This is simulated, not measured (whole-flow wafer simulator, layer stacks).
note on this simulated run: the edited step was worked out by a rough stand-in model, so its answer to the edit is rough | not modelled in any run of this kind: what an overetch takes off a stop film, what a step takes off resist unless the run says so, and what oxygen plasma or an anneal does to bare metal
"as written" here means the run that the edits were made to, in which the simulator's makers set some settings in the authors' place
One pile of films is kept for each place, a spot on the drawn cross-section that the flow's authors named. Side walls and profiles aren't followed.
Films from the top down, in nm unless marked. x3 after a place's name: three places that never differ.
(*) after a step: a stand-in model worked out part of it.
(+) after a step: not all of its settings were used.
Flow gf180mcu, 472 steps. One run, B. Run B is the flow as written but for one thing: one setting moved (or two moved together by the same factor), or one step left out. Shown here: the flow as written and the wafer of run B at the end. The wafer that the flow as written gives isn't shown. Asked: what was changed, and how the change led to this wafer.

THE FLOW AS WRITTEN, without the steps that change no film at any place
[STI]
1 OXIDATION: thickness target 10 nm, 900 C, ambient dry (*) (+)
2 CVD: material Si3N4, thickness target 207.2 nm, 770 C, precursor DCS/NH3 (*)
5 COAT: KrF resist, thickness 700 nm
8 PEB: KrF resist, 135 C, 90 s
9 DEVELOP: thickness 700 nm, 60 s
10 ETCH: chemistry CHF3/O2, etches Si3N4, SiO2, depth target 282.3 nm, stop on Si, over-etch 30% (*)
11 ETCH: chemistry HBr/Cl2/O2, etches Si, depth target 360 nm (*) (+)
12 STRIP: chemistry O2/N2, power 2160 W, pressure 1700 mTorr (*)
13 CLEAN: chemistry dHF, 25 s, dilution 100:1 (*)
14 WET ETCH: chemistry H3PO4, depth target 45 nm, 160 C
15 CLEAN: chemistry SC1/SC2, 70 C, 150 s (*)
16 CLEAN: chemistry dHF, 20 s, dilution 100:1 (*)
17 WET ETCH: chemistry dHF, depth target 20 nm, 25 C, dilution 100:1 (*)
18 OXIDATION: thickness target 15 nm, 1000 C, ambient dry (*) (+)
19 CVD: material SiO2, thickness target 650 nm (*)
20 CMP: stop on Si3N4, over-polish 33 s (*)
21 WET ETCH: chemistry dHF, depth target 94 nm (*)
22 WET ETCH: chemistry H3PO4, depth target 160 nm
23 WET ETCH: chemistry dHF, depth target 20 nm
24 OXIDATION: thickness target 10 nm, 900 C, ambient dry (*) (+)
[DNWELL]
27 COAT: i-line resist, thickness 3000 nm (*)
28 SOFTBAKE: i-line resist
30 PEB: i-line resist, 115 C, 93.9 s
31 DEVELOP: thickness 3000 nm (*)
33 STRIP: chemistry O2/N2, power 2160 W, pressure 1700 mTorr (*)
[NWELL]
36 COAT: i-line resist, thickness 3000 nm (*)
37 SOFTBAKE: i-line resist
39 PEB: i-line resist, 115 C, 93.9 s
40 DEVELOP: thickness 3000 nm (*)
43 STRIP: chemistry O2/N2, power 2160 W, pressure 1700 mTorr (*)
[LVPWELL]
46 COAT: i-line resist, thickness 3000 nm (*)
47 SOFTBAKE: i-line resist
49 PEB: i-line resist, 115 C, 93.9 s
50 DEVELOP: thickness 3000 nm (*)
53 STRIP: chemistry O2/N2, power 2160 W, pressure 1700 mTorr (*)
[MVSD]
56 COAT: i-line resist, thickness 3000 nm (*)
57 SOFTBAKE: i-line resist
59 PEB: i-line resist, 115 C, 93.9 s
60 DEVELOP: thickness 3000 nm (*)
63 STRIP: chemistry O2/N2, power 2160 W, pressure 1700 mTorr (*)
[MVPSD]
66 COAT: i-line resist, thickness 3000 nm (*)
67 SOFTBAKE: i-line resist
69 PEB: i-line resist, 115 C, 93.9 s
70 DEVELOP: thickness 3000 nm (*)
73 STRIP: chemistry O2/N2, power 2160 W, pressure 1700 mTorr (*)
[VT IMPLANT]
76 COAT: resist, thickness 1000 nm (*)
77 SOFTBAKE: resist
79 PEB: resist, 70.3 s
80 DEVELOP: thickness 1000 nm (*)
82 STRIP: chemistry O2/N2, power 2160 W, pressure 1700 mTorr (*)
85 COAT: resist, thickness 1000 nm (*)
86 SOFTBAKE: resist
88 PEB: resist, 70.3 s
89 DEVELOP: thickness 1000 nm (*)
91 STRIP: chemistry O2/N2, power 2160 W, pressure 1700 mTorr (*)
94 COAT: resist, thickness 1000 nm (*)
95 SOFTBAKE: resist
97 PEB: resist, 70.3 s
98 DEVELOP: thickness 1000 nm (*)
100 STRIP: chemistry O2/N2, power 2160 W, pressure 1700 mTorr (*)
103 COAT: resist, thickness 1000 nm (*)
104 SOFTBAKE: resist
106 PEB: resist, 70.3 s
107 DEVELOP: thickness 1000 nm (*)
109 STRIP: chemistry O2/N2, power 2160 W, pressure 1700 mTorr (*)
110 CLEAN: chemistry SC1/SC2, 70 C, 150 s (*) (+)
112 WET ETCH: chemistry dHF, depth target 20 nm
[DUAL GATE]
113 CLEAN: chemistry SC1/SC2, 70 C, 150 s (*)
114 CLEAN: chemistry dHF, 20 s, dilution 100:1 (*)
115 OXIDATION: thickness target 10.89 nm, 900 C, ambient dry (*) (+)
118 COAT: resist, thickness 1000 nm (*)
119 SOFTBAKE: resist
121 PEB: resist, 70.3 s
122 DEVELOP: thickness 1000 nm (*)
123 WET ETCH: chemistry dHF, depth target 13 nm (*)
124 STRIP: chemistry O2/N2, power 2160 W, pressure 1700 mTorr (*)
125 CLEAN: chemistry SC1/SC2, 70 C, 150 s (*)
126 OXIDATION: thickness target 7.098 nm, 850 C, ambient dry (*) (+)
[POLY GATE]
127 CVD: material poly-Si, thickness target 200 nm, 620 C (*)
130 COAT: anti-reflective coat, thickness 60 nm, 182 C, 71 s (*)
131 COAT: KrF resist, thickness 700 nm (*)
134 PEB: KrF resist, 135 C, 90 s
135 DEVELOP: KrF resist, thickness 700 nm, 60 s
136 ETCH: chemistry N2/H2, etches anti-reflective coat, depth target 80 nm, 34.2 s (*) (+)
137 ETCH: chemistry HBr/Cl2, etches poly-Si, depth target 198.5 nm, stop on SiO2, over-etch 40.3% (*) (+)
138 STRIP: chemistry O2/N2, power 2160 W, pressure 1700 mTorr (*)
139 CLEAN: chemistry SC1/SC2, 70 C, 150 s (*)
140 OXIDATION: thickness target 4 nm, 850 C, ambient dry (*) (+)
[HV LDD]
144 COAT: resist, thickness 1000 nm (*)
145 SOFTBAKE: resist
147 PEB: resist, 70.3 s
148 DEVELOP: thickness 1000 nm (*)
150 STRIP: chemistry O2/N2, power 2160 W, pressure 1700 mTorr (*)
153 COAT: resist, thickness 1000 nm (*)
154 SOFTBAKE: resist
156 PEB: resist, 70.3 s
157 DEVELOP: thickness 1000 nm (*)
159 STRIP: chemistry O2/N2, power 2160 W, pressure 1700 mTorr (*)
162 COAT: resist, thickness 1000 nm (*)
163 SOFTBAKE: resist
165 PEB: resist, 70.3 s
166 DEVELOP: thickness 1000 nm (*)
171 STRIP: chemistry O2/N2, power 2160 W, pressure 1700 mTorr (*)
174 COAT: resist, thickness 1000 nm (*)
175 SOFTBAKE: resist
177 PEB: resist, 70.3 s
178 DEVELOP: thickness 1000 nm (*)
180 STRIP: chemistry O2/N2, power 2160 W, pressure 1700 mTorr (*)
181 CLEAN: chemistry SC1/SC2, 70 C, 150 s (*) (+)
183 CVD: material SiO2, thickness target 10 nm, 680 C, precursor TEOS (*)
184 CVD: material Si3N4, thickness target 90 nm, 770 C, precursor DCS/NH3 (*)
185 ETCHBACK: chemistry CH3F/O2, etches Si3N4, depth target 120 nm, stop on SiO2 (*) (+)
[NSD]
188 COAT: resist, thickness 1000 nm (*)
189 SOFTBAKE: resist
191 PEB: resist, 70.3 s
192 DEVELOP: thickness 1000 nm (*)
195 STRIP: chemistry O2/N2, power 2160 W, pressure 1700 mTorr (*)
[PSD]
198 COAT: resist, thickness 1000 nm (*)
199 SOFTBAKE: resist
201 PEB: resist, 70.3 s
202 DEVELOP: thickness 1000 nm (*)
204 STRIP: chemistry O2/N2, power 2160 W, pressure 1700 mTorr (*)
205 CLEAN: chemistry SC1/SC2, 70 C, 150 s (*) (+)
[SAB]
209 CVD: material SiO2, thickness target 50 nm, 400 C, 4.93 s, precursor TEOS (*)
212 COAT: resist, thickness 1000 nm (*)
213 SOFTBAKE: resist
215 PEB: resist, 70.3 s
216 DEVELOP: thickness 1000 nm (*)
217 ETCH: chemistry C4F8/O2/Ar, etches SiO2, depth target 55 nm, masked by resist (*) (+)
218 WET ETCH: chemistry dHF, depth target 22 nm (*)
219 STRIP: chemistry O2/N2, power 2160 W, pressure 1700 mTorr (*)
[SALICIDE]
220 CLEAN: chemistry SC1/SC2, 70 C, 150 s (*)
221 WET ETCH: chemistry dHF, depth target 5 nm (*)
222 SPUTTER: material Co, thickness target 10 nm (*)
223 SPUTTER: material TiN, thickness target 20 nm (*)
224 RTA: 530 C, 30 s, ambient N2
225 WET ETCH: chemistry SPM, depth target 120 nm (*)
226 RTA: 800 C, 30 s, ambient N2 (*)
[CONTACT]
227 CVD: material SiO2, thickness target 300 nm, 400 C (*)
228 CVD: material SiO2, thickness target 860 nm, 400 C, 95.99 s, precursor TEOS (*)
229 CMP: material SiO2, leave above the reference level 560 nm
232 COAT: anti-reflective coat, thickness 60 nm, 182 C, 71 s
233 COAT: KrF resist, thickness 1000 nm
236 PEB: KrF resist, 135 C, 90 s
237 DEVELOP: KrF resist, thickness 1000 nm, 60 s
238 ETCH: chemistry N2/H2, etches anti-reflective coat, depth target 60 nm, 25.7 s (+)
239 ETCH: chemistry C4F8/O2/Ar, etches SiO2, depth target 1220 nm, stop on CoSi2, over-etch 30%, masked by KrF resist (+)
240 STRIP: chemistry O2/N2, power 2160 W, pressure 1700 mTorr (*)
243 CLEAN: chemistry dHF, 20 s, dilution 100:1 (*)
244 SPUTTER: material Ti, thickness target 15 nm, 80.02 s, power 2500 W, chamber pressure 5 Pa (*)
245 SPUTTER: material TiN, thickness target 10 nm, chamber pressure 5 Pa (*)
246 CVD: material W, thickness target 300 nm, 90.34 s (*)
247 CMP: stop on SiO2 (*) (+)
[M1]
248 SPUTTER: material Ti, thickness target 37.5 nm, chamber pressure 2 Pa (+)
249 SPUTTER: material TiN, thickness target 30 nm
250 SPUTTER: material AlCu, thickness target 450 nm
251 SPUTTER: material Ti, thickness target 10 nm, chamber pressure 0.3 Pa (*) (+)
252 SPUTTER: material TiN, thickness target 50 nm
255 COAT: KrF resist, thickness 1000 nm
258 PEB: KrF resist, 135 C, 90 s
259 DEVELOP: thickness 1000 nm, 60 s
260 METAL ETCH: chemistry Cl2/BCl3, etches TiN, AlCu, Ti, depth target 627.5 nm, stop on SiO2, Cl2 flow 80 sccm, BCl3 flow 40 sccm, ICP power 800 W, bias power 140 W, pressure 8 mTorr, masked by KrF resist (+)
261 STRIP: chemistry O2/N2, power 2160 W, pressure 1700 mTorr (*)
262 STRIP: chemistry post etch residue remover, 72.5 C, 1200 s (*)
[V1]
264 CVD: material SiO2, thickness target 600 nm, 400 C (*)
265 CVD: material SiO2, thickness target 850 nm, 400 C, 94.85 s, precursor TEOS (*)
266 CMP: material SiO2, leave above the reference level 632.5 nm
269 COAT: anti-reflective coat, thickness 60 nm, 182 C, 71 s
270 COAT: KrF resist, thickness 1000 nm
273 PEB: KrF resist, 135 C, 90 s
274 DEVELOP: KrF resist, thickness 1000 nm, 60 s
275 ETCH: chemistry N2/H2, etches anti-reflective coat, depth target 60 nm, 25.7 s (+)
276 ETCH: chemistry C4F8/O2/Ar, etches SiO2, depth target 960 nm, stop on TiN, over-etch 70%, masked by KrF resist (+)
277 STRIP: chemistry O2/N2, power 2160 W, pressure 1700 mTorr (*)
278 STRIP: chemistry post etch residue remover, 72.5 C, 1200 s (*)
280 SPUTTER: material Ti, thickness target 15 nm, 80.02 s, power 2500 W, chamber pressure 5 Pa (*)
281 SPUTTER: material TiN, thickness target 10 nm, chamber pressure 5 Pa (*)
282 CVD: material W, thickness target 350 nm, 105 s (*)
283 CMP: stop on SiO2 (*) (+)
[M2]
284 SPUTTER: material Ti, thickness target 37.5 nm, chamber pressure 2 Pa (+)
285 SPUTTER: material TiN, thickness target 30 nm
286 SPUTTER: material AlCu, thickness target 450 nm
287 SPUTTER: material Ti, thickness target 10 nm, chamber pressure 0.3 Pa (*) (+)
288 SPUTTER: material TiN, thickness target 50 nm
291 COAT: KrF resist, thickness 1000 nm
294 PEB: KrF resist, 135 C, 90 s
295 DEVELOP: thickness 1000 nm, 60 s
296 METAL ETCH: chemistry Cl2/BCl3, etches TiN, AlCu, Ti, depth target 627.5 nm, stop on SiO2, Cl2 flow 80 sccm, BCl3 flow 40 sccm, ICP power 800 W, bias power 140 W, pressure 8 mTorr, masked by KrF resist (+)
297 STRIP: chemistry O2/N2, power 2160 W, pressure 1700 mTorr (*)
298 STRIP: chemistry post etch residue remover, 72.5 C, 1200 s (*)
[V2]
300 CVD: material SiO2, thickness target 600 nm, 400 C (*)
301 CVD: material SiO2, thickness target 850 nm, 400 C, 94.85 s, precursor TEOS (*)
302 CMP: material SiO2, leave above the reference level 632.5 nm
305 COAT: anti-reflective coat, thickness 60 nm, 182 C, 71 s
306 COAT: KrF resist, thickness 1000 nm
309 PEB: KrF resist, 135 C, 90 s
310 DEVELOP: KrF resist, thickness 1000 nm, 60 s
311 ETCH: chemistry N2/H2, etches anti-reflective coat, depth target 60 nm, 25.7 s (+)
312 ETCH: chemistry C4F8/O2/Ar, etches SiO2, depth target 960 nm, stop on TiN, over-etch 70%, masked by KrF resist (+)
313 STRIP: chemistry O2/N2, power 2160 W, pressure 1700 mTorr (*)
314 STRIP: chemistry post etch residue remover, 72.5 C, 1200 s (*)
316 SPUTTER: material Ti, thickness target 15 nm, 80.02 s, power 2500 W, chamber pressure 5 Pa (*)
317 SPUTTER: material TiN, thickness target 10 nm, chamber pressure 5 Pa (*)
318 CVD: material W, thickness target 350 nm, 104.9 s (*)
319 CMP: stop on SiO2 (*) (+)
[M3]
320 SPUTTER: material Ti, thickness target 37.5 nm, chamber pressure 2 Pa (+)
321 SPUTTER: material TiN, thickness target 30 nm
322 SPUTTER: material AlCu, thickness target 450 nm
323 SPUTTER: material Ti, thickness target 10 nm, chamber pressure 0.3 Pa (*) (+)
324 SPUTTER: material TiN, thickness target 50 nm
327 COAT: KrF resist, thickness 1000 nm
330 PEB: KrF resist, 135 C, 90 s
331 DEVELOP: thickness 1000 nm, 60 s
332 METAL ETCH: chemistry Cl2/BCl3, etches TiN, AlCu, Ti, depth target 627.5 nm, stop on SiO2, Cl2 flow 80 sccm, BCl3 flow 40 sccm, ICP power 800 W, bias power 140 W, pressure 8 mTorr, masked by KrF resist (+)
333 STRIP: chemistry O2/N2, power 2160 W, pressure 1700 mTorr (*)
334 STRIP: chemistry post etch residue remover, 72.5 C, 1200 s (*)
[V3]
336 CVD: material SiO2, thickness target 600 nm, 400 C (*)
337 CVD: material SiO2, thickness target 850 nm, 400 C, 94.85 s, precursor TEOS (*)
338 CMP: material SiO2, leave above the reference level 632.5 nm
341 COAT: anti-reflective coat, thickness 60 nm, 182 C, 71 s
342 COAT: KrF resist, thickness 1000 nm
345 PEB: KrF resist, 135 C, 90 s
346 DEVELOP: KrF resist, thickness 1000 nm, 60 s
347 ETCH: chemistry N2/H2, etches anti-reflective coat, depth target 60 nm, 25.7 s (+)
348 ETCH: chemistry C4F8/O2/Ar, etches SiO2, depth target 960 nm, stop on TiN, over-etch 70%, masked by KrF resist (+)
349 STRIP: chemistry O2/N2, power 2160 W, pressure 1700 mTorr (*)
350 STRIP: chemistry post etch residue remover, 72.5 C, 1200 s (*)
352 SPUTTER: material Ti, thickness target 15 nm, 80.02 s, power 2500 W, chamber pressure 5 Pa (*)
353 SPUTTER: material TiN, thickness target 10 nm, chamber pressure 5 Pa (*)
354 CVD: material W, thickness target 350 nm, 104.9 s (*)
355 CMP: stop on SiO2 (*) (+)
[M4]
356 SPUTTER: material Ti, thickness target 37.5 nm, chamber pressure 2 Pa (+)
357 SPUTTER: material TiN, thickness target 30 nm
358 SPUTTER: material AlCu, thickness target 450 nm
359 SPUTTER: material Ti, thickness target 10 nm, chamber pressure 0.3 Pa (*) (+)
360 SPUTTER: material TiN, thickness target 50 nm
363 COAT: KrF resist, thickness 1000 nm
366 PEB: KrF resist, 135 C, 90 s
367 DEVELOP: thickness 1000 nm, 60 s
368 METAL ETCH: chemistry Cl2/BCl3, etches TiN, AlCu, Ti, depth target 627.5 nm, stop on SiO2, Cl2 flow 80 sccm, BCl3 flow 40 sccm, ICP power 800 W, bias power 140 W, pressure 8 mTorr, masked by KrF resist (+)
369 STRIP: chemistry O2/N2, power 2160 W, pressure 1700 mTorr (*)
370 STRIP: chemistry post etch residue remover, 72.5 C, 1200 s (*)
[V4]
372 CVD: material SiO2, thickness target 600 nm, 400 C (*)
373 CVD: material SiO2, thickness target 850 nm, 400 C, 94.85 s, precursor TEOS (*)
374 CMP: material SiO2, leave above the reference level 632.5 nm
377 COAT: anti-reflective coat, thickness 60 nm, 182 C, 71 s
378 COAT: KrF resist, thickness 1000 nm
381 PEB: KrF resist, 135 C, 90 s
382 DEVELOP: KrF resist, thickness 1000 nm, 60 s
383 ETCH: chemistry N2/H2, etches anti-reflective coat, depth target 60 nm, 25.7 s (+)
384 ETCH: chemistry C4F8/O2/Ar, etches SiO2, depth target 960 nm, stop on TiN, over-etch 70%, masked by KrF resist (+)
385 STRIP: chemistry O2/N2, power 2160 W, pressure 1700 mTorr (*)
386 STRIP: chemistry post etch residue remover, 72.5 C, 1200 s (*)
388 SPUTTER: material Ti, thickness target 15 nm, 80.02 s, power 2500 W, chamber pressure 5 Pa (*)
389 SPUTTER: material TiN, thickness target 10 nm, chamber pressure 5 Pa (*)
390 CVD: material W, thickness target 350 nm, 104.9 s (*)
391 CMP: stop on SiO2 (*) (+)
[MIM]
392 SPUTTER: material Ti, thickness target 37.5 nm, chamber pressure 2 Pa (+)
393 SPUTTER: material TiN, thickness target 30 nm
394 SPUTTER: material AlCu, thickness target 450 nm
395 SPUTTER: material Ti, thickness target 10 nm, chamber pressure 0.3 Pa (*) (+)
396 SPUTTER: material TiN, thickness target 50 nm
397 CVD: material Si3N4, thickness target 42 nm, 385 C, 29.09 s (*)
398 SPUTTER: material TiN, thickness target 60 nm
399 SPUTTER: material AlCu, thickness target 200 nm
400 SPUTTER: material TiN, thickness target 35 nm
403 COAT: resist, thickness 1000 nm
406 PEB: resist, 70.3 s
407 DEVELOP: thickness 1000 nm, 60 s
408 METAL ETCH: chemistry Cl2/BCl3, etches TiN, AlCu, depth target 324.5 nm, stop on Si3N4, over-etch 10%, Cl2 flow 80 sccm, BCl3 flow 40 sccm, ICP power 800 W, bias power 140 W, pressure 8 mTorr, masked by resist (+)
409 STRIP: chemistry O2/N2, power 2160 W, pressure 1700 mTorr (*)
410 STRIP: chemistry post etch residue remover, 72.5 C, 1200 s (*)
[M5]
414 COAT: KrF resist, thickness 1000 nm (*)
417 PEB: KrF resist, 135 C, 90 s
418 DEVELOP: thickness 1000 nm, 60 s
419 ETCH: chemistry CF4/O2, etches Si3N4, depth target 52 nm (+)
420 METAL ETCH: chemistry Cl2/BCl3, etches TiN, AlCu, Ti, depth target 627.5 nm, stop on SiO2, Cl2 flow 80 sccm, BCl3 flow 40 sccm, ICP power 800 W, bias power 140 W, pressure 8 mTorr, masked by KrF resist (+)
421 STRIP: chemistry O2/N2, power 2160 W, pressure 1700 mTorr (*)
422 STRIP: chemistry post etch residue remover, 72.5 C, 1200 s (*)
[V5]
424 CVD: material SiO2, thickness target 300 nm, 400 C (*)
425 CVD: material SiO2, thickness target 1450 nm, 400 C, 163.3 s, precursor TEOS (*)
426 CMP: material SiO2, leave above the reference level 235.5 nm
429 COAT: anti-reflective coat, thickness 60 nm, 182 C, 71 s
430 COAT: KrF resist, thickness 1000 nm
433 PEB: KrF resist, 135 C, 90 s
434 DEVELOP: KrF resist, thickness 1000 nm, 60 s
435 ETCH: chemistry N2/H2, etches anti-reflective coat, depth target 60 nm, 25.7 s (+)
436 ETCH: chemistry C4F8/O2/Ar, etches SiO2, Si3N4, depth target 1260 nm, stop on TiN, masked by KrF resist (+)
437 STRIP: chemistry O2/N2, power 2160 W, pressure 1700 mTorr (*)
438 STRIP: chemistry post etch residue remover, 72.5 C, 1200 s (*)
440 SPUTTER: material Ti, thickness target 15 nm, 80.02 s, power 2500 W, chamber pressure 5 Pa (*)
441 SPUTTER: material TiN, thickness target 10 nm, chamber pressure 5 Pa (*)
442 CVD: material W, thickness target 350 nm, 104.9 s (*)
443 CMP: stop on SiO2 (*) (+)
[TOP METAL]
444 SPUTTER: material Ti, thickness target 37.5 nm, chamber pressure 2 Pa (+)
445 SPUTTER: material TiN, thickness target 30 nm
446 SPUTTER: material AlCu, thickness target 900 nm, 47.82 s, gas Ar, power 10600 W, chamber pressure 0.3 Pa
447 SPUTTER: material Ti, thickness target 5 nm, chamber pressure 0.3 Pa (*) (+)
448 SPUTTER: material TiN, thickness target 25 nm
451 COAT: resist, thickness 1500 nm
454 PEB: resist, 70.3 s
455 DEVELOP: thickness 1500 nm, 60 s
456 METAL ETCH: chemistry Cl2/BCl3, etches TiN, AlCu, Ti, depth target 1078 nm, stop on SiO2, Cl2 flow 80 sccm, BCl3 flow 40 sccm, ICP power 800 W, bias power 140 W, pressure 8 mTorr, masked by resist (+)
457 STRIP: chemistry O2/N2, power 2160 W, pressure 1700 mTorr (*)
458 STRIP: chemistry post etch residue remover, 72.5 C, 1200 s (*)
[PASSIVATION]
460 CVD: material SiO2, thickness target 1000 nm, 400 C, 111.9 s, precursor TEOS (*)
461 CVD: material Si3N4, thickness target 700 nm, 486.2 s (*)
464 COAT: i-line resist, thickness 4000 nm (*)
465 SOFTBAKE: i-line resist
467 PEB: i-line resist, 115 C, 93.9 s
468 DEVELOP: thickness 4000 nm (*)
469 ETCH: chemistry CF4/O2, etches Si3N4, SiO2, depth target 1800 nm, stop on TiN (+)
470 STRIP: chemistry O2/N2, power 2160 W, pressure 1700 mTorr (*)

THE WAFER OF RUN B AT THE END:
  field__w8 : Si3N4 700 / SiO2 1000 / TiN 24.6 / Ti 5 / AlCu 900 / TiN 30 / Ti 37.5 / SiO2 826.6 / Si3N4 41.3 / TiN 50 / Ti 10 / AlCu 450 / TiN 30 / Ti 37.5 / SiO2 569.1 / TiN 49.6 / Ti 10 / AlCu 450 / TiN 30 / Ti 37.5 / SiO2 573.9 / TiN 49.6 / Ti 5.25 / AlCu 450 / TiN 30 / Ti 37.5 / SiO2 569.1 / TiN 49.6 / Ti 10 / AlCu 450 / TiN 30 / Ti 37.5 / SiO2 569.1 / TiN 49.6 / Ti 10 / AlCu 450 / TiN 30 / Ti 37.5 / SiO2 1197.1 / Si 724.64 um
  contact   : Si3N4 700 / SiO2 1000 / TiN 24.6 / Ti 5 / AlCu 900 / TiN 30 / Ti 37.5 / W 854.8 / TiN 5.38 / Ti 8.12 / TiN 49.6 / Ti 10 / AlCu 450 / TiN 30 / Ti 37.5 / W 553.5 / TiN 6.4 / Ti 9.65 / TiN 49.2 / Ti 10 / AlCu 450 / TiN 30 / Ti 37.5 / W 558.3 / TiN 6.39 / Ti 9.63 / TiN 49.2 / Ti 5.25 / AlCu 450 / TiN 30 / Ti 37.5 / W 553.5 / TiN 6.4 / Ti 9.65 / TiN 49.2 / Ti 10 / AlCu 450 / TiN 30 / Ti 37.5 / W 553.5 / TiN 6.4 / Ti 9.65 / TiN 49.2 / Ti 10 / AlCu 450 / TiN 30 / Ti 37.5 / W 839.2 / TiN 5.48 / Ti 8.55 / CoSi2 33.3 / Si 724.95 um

The cause: step 323, SPUTTER: thickness target 5.25 nm was run, where the flow has thickness target 10 nm.
It can be read off the wafer: field__w8 has Ti 5.25, and step 323 as written asks for 10 nm.

How the change led to this, step by step:
  323 SPUTTER: material Ti, thickness target 10 nm, chamber pressure 0.3 Pa (*) (+)
      field, field__w1, field__w2 and 108 more: Ti +5.25 (new film) (as written it would be: Ti +10 (new film))
  332 METAL ETCH: chemistry Cl2/BCl3, etches TiN, AlCu, Ti, depth target 627.5 nm, stop on SiO2, Cl2 flow 80 sccm, BCl3 flow 40 sccm, ICP power 800 W, bias power 140 W, pressure 8 mTorr, masked by KrF resist (+)
      field, field__w1, field__w2 and 103 more: TiN -50 (all of it), Ti -5.25 (all of it), AlCu -450 (all of it), TiN -30 (all of it), Ti -37.5 (all of it) (as written it would be: TiN -50 (all of it), Ti -10 (all of it), AlCu -450 (all of it), TiN -30 (all of it), Ti -37.5 (all of it))
